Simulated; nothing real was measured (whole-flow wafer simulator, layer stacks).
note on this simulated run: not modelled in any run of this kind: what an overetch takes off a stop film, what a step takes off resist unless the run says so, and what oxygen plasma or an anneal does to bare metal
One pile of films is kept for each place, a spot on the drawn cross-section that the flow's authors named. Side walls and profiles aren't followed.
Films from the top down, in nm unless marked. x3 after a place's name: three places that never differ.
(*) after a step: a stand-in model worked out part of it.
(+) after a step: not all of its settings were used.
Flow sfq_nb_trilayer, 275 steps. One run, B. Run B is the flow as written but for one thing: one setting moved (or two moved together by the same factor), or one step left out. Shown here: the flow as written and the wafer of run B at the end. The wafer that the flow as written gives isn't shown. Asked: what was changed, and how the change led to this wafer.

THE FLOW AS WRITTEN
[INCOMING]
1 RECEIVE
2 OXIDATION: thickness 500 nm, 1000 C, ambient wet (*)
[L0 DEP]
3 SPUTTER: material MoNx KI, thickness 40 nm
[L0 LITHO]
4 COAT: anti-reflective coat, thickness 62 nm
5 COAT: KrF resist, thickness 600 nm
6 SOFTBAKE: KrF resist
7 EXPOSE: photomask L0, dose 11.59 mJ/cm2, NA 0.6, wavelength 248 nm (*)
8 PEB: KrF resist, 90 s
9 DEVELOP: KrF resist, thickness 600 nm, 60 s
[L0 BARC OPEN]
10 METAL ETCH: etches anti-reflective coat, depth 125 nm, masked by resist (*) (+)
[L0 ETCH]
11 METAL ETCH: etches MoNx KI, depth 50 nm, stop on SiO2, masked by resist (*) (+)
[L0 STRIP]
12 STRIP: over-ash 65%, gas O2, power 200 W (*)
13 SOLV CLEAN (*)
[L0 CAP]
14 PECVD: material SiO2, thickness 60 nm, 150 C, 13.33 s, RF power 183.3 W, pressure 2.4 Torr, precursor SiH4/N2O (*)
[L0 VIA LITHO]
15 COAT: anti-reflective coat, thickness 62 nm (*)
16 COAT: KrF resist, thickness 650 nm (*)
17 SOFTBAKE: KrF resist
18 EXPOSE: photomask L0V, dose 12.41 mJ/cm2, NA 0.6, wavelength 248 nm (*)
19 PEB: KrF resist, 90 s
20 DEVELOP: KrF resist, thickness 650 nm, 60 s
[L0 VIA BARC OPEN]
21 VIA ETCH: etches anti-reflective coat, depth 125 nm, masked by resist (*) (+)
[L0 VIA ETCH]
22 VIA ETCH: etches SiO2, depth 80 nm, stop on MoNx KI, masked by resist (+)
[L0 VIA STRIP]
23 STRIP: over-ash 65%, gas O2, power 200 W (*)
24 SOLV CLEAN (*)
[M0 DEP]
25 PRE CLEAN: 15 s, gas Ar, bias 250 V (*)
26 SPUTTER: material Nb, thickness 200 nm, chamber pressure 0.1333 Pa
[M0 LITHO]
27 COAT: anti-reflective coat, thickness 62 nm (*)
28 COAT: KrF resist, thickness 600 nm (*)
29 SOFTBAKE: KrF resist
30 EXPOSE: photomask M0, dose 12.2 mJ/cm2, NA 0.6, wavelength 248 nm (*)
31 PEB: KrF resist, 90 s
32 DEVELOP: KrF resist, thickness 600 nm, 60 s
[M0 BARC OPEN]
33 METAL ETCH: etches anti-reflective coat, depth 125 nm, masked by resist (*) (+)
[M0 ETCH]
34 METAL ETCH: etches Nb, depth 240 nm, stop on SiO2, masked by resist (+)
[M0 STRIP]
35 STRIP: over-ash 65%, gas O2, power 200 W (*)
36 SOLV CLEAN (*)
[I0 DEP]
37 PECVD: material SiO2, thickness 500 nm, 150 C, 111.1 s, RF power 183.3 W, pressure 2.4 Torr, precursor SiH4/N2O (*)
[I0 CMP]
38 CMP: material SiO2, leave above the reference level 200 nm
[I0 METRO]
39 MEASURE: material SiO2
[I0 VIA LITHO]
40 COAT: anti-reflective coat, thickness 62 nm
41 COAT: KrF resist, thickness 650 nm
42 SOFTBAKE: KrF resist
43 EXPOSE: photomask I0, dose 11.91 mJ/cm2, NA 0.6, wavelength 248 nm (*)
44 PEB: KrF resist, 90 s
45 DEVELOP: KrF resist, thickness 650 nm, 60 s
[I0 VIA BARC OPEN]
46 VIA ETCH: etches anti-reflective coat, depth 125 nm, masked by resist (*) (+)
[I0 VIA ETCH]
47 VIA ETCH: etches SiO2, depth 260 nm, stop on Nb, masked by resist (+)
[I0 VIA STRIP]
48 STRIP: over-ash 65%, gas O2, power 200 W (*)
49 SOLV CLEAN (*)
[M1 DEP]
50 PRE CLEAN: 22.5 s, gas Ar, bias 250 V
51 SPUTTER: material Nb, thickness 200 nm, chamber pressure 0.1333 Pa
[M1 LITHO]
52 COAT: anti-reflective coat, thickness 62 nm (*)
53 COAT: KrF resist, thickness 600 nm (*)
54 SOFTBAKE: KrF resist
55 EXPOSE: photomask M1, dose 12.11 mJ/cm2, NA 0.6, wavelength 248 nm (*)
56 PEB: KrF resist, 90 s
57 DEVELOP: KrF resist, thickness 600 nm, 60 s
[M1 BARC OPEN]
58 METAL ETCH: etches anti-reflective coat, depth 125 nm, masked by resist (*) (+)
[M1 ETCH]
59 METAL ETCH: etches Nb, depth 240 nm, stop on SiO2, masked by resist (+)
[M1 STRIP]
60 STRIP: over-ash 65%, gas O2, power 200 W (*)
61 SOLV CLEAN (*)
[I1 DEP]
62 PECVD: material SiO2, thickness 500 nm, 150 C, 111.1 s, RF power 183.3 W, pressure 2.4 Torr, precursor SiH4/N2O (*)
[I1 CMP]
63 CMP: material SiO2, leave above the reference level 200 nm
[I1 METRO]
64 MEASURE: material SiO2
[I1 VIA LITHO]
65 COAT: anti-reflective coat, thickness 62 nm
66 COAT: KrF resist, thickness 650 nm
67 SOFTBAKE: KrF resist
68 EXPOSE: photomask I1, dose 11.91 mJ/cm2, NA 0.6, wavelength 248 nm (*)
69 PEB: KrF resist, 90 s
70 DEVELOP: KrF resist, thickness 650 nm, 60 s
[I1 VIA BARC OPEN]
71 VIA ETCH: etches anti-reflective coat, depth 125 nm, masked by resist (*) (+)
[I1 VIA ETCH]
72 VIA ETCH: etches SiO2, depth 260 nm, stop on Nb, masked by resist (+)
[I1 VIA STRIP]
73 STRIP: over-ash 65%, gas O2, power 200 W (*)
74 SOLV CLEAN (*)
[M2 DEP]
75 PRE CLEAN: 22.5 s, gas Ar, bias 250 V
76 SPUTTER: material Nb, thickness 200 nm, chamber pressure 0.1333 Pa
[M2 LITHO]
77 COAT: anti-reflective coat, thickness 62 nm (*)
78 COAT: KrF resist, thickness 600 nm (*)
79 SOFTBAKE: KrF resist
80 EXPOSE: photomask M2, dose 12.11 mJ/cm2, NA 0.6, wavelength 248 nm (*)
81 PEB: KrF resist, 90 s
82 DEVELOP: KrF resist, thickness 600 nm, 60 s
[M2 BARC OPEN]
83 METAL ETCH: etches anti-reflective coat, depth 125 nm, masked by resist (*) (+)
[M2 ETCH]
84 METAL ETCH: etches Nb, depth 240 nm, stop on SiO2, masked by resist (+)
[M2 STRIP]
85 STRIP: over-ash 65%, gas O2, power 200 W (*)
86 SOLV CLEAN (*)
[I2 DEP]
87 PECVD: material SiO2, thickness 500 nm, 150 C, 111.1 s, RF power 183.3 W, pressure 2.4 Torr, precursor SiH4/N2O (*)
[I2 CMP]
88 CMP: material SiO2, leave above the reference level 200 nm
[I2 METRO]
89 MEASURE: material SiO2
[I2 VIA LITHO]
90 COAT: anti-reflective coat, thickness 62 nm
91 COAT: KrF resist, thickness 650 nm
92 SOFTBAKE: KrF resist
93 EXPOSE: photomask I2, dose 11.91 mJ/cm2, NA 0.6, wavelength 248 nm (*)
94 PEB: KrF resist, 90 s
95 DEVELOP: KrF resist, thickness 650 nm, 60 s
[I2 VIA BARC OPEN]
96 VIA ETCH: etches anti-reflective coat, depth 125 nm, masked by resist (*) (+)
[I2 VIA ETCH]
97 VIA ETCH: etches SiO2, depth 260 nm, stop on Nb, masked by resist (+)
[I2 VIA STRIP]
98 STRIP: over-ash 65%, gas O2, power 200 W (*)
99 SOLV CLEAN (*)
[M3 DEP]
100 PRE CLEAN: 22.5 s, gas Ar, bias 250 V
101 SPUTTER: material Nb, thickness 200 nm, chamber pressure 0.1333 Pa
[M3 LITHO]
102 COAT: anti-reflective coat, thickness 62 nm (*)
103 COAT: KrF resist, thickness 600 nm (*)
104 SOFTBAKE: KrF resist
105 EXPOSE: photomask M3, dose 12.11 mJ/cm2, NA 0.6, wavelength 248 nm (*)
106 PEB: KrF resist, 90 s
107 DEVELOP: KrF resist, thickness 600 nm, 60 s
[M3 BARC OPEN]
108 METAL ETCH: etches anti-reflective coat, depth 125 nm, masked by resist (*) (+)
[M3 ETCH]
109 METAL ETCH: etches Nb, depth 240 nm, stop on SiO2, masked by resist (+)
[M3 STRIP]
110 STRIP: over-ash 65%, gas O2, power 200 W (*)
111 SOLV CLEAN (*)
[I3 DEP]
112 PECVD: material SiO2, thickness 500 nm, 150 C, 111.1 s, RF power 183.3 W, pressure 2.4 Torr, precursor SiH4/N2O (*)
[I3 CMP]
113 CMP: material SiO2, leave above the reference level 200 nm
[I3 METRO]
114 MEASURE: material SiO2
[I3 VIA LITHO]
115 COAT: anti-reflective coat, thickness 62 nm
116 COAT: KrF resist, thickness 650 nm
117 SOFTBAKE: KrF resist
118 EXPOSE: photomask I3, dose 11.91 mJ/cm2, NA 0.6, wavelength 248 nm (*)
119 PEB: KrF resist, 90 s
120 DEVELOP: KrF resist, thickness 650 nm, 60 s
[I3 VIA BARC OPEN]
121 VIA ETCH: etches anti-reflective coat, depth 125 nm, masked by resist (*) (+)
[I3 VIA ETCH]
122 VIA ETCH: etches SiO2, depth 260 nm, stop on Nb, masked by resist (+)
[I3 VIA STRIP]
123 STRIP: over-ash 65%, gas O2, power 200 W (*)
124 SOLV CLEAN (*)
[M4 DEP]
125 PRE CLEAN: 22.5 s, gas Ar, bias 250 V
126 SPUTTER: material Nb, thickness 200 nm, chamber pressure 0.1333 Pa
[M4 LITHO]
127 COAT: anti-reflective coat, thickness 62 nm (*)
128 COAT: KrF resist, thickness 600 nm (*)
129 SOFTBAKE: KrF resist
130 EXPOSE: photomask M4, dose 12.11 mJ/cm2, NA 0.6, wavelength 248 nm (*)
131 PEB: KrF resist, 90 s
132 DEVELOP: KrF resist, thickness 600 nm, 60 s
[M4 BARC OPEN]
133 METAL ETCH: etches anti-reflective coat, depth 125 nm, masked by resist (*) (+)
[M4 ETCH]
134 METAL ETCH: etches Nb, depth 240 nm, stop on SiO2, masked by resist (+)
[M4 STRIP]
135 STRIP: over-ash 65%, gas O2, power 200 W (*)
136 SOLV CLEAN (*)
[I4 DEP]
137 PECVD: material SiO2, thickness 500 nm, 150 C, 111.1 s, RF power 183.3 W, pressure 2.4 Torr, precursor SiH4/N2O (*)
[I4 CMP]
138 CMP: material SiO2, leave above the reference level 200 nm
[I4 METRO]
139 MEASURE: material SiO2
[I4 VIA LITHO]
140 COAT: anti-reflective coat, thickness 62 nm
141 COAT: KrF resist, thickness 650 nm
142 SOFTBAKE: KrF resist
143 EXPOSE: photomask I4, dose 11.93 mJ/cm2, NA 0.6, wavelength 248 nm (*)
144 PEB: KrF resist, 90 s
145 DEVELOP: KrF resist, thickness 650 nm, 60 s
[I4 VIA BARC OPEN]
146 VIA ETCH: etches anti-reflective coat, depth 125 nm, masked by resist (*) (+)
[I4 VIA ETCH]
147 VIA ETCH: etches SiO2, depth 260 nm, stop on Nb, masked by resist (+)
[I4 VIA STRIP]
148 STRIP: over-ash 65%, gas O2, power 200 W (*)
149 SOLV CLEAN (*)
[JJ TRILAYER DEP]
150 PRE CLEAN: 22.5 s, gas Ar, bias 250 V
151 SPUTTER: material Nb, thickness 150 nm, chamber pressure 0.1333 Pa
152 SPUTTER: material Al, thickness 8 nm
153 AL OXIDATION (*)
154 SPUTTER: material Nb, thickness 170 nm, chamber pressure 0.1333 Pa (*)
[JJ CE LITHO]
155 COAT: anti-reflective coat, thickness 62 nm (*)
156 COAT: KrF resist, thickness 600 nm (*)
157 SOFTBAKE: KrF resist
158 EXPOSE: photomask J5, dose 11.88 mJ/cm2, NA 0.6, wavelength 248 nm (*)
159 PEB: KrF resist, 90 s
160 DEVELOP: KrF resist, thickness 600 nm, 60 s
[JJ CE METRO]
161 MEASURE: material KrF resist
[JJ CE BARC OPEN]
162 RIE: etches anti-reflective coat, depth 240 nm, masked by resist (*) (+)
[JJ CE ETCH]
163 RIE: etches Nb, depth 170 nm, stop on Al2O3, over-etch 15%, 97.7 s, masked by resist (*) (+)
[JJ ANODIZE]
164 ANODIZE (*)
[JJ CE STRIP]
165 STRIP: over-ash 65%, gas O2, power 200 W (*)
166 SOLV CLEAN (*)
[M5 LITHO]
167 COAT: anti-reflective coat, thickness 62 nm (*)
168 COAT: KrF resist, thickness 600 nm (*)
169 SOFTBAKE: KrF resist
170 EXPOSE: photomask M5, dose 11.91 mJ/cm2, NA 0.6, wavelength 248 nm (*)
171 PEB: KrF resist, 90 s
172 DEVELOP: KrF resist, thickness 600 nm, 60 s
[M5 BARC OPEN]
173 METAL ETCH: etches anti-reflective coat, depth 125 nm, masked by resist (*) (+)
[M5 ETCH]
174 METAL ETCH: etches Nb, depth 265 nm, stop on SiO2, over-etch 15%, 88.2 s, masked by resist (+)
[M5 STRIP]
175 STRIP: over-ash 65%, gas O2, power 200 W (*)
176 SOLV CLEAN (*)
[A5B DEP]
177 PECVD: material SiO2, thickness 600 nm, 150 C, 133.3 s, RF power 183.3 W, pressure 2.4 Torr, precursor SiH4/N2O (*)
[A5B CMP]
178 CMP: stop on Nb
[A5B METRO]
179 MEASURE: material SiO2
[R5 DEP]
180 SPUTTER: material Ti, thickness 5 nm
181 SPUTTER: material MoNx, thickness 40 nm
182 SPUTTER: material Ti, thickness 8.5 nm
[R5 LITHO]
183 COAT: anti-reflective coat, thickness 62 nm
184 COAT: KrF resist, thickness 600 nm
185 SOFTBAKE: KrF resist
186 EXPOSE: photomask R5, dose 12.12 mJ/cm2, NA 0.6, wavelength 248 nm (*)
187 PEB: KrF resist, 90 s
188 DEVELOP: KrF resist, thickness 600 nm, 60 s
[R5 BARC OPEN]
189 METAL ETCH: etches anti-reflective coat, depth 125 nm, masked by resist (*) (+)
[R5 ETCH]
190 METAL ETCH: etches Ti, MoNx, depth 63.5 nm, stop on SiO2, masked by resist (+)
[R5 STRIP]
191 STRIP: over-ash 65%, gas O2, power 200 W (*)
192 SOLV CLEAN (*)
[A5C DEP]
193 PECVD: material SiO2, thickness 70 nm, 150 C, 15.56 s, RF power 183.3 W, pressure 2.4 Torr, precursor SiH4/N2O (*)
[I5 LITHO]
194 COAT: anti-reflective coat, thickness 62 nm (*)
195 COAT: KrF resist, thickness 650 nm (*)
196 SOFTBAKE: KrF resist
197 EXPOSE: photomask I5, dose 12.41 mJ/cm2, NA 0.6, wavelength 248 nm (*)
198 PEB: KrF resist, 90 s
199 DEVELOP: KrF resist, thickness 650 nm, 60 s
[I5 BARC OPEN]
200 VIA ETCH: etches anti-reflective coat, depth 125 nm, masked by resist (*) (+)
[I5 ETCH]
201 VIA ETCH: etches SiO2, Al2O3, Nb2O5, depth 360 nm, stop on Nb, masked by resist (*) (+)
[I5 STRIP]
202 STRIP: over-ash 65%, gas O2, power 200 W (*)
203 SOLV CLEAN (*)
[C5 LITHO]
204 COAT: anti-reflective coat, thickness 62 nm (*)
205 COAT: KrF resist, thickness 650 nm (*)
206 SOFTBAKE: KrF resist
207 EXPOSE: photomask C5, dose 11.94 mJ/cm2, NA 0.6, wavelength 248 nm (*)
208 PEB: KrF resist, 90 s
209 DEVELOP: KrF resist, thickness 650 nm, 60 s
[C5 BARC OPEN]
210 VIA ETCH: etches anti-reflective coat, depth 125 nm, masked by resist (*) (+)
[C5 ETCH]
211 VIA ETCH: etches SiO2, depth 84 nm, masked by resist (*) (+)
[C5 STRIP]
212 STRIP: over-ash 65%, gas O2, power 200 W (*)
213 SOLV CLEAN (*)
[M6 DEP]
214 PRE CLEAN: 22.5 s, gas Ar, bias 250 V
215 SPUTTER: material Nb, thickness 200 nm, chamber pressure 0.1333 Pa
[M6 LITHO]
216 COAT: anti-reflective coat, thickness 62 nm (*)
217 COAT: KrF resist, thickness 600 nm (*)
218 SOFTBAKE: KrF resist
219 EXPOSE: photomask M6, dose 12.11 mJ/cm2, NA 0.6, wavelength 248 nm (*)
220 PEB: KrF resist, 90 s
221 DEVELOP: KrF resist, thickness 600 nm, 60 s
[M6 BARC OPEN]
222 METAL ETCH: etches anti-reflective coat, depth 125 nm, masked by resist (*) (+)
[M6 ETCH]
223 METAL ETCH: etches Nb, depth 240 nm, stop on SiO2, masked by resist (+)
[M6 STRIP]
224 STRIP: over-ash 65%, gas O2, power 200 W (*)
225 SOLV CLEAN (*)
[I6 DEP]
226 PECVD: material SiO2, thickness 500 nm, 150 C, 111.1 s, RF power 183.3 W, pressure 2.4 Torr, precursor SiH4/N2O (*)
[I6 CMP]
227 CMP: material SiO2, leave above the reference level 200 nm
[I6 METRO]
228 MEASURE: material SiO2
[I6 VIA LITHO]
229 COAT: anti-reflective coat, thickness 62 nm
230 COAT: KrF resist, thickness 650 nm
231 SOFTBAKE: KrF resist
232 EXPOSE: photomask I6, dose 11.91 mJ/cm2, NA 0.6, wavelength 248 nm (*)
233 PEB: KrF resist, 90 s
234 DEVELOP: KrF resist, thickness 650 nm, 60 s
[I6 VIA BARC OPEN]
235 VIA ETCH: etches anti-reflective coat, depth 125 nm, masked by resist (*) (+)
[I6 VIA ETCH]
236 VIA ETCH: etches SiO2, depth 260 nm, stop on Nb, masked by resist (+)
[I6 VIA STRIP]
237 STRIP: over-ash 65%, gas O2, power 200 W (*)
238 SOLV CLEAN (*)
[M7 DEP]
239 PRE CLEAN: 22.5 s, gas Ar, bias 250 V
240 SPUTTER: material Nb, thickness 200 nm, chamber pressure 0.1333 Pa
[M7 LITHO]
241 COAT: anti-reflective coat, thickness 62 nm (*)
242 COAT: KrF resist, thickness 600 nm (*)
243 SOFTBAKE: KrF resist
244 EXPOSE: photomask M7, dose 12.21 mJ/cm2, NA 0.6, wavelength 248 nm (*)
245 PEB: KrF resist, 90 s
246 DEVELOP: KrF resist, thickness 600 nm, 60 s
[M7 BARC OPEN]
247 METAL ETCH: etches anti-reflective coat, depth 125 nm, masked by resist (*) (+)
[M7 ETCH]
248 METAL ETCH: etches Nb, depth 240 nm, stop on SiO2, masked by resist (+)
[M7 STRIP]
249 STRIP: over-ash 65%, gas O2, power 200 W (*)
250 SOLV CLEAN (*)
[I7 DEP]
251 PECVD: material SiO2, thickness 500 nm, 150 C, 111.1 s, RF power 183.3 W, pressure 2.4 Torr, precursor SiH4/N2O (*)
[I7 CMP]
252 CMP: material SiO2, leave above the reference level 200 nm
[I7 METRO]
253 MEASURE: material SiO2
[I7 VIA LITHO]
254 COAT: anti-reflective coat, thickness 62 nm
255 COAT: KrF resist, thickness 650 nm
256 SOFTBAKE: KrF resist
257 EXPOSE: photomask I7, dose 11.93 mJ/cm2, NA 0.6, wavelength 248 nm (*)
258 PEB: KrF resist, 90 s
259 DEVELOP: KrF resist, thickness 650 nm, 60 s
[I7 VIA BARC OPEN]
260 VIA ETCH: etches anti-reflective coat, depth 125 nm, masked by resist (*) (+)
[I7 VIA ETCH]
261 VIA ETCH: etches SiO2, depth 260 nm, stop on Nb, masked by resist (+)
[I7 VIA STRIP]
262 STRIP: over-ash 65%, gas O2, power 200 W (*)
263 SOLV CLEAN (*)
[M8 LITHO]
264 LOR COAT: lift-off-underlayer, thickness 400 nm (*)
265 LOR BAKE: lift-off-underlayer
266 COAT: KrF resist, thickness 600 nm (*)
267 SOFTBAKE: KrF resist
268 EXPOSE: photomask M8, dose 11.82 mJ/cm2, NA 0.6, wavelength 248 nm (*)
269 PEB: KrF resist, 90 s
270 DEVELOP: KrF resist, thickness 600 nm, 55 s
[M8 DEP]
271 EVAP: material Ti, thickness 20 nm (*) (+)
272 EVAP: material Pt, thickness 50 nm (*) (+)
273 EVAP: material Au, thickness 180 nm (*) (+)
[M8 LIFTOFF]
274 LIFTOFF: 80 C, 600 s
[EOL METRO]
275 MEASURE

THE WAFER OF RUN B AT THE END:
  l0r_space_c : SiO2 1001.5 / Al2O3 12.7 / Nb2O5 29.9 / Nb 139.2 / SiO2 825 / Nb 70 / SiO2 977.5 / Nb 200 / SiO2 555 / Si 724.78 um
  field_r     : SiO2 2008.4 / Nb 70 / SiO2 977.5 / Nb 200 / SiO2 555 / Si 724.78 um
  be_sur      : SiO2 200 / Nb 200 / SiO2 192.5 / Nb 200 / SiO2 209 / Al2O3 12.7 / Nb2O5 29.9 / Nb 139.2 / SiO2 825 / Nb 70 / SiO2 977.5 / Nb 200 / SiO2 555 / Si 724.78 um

The cause: step 101, SPUTTER: thickness 310 nm was run, where the flow has thickness 200 nm.

How the change led to this, step by step:
  101 SPUTTER: material Nb, thickness 200 nm, chamber pressure 0.1333 Pa
      field_l, v_sur, via_wl and 102 more: Nb +310 (new film) (as written it would be: Nb +200 (new film))
      via_w: Nb +258.3 (as written it would be: Nb +165.5)
  102 COAT: anti-reflective coat, thickness 62 nm (*)
      via_w: anti-reflective coat +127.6 (new film) (as written it would be: anti-reflective coat +124.8 (new film))
  109 METAL ETCH: etches Nb, depth 240 nm, stop on SiO2, masked by resist (+)
      field_l, be, be_sur and 72 more: Nb -240 (as written it would be: Nb -200 (all of it))
  110 STRIP: over-ash 65%, gas O2, power 200 W (*)
      via_w: KrF resist -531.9 (all of it), anti-reflective coat -127.6 (all of it) (as written it would be: KrF resist -520 (all of it), anti-reflective coat -124.8 (all of it))
  112 PECVD: material SiO2, thickness 500 nm, 150 C, 111.1 s, RF power 183.3 W, pressure 2.4 Torr, precursor SiH4/N2O (*)
      field_l, be, be_sur and 64 more: SiO2 +500 (new film) (as written it would be: SiO2 +500)
      p4_g1, p4_g2, p3_s0, p3_s1, p3_s2, p3_s3, p3_s4, p3_s5: SiO2 +597.1 (new film) (as written it would be: SiO2 +557.1)
  113 CMP: material SiO2, leave above the reference level 200 nm
      field_l, be, be_sur and 64 more: SiO2 -60 (as written it would be: SiO2 -100)
      via_w: SiO2 -157.1 (as written it would be: SiO2 -181.6)
Counting metal films that touch as one body, l0r_space_c has 3 bodies (between them, from the top down: SiO2 825; SiO2 977.5); the flow as written gives 2 bodies (between them, from the top down: SiO2 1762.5).
Counting metal films that touch as one body, field_r has 2 bodies (between them, from the top down: SiO2 977.5); the flow as written gives 1 body.
Counting metal films that touch as one body, be_sur has 5 bodies (between them, from the top down: SiO2 192.5; SiO2 209 / Al2O3 12.7 / Nb2O5 29.9; SiO2 825; SiO2 977.5); the flow as written gives 4 bodies (between them, from the top down: SiO2 192.5; SiO2 209 / Al2O3 12.7 / Nb2O5 29.9; SiO2 1762.5).
